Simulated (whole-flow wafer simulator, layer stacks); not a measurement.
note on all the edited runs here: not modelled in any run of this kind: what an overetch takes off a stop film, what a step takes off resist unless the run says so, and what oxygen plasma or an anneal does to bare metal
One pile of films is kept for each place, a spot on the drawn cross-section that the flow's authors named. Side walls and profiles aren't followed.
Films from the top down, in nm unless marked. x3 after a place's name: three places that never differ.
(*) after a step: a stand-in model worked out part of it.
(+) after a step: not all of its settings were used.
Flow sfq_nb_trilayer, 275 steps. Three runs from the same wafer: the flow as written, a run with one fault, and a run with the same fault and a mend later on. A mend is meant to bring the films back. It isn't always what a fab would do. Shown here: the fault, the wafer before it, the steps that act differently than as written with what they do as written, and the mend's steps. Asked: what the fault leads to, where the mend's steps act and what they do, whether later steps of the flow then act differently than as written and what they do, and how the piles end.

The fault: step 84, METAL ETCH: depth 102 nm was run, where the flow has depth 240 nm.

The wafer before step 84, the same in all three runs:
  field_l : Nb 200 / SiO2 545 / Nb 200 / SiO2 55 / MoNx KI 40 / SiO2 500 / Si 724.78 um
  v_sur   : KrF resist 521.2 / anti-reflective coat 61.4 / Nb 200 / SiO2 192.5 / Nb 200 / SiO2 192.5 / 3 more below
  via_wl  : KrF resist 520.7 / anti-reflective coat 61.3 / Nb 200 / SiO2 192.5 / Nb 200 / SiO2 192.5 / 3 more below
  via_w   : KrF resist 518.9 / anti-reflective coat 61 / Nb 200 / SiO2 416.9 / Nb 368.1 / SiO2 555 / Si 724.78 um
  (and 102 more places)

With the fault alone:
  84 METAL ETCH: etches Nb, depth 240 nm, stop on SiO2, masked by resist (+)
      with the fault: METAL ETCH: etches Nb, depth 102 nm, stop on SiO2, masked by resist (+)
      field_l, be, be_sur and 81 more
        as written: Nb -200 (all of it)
        with the fault: Nb -102
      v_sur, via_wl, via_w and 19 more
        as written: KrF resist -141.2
        with the fault: KrF resist -60
  Later steps of the flow that act differently than as written:
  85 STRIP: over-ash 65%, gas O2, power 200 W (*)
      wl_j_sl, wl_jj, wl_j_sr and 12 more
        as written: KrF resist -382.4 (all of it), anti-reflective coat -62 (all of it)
        with the fault: KrF resist -463.6 (all of it), anti-reflective coat -62 (all of it)
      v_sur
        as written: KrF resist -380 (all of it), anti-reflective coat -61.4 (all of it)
        with the fault: KrF resist -461.2 (all of it), anti-reflective coat -61.4 (all of it)
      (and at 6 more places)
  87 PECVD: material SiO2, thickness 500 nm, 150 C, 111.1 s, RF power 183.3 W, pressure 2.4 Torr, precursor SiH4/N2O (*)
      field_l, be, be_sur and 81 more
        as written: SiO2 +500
        with the fault: SiO2 +500 (new film)
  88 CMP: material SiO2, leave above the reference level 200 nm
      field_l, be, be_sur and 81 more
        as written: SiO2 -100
        with the fault: SiO2 -198
  At the end the piles differ from the flow's by more than 2% or 0.5 nm, whichever is larger, at field_l, be, be_sur and 81 more.
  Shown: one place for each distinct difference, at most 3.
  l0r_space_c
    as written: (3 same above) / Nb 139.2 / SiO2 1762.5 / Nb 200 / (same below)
    with the fault: (3 same above) / Nb 139.2 / SiO2 1079.5 / Nb 98 / SiO2 585 / Nb 200 / (same below)
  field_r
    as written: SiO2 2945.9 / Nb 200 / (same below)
    with the fault: SiO2 2262.9 / Nb 98 / SiO2 585 / Nb 200 / (same below)
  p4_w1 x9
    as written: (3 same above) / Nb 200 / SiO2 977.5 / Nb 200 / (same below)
    with the fault: (3 same above) / Nb 200 / SiO2 294.5 / Nb 98 / SiO2 585 / Nb 200 / (same below)

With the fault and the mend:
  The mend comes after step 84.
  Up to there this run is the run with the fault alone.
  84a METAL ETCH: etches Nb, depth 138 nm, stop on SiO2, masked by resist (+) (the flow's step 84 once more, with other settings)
      field_l, be, be_sur and 81 more
        Nb -98 (all of it)
      v_sur, via_wl, via_w and 19 more
        KrF resist -81.2
  No later step of the flow acts differently than as written at any place that is followed.
  At the end the piles are the same as the flow's at every place that both follow.
